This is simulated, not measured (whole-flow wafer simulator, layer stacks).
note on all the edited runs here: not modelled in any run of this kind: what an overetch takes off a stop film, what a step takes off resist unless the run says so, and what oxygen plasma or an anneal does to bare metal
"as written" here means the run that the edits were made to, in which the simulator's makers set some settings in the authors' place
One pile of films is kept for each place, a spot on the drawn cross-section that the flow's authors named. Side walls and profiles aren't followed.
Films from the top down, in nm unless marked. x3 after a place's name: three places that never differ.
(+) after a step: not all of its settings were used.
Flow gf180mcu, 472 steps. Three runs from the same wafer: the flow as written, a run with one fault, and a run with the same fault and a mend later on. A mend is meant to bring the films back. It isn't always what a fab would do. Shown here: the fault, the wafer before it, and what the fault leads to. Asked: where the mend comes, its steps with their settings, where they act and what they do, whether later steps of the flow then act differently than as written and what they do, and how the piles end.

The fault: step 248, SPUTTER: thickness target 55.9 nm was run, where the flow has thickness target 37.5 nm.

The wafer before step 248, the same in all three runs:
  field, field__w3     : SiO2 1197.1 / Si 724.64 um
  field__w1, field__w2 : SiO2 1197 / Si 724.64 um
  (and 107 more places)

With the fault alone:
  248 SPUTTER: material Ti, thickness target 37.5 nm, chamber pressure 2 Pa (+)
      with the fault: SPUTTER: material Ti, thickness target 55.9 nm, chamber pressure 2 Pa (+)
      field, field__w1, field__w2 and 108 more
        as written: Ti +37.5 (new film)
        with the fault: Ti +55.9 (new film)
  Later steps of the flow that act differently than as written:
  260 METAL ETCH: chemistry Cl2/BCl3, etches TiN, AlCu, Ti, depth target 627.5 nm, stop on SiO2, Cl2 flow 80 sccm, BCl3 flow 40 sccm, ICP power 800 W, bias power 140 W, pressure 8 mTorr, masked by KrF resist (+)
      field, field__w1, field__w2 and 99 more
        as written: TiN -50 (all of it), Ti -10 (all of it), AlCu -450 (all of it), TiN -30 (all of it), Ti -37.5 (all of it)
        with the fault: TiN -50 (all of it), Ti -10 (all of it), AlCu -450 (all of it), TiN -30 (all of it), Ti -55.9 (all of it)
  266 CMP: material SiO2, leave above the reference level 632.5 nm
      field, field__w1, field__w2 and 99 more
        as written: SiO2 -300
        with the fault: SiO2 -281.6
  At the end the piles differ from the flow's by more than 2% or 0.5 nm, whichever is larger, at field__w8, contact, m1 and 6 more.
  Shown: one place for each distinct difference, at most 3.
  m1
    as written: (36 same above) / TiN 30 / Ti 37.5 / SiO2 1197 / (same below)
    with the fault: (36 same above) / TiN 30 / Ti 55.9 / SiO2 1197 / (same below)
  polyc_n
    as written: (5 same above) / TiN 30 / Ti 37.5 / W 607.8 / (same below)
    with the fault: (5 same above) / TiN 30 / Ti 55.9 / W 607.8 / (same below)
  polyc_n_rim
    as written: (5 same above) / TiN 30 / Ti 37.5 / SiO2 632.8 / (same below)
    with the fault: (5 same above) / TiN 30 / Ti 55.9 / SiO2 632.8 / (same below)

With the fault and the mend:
  The mend comes after step 248.
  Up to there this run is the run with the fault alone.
  248a METAL ETCH: chemistry Cl2/BCl3, etches TiN, AlCu, Ti, depth target 18.4 nm, Cl2 flow 80 sccm, BCl3 flow 40 sccm, ICP power 800 W, bias power 140 W, pressure 8 mTorr
      field, field__w1, field__w2 and 108 more
        Ti -18.4
  No later step of the flow acts differently than as written at any place that is followed.
  At the end the piles are the same as the flow's at every place that both follow.
